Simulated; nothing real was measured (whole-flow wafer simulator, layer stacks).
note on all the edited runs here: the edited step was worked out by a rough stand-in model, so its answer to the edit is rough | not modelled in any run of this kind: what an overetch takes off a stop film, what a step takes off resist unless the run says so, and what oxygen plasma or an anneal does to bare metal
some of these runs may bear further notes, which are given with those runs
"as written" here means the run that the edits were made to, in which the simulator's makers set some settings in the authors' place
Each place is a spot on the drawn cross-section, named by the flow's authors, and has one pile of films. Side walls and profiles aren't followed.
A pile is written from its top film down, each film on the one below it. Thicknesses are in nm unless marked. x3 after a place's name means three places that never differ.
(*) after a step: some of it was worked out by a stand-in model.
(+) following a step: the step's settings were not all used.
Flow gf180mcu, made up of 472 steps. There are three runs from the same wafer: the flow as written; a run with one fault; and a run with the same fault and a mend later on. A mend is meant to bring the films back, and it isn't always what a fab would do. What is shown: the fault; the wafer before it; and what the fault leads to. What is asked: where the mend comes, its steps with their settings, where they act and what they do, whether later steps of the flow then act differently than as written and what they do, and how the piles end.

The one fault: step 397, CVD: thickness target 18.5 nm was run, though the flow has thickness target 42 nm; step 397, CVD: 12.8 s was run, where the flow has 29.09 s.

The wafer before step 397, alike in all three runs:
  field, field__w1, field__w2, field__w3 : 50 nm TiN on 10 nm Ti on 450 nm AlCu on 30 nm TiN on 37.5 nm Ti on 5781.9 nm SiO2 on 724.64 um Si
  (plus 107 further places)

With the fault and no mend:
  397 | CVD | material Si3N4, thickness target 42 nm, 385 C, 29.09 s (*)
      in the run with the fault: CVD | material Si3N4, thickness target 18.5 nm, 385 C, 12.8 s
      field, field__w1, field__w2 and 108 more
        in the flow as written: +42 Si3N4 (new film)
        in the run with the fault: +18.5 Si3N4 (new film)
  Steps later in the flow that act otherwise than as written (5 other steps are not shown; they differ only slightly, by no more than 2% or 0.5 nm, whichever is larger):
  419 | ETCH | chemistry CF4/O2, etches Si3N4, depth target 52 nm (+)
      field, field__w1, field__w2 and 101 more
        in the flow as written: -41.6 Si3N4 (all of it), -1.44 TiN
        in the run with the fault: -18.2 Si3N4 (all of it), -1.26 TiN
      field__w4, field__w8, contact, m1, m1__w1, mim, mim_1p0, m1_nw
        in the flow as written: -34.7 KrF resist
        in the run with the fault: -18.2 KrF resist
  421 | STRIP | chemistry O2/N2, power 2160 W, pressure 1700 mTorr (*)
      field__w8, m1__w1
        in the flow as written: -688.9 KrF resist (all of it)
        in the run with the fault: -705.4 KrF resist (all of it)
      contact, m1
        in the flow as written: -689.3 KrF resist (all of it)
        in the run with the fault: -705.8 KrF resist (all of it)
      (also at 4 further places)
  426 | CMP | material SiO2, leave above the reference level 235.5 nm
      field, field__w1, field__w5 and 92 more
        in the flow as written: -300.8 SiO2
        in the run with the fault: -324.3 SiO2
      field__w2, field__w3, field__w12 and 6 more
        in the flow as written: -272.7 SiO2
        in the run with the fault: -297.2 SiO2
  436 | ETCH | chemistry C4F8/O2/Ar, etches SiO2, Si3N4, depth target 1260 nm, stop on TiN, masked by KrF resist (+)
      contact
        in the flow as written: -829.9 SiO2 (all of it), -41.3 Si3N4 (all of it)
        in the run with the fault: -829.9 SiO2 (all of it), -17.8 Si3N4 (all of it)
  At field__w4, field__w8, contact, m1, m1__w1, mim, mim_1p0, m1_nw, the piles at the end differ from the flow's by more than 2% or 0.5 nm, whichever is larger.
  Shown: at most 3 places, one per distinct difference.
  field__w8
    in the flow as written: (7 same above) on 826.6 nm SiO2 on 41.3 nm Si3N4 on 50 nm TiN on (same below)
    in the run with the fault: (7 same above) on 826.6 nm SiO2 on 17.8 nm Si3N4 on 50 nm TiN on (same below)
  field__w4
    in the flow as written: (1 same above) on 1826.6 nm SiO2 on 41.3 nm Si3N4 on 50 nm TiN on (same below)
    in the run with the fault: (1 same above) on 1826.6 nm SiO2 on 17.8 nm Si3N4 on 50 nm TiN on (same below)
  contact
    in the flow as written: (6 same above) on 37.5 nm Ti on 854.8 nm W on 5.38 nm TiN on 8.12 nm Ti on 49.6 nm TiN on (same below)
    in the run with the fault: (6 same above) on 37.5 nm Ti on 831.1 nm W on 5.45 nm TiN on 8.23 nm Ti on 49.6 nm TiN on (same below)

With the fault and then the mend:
  The mend stands after step 397.
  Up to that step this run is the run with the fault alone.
  397a | CVD | material Si3N4, thickness target 23.5 nm, 385 C, 16.27 s (the flow's step 397, run once more with other settings)
      field, field__w1, field__w2 and 108 more
        +23.5 Si3N4
  None of the later steps of the flow differs from how it acts as written, at any place that is followed, by more than 2% or 0.5 nm, whichever is larger.
  At the end the piles are close to the flow's at the places that both follow, differing by at most 2% or 0.5 nm, whichever is larger.
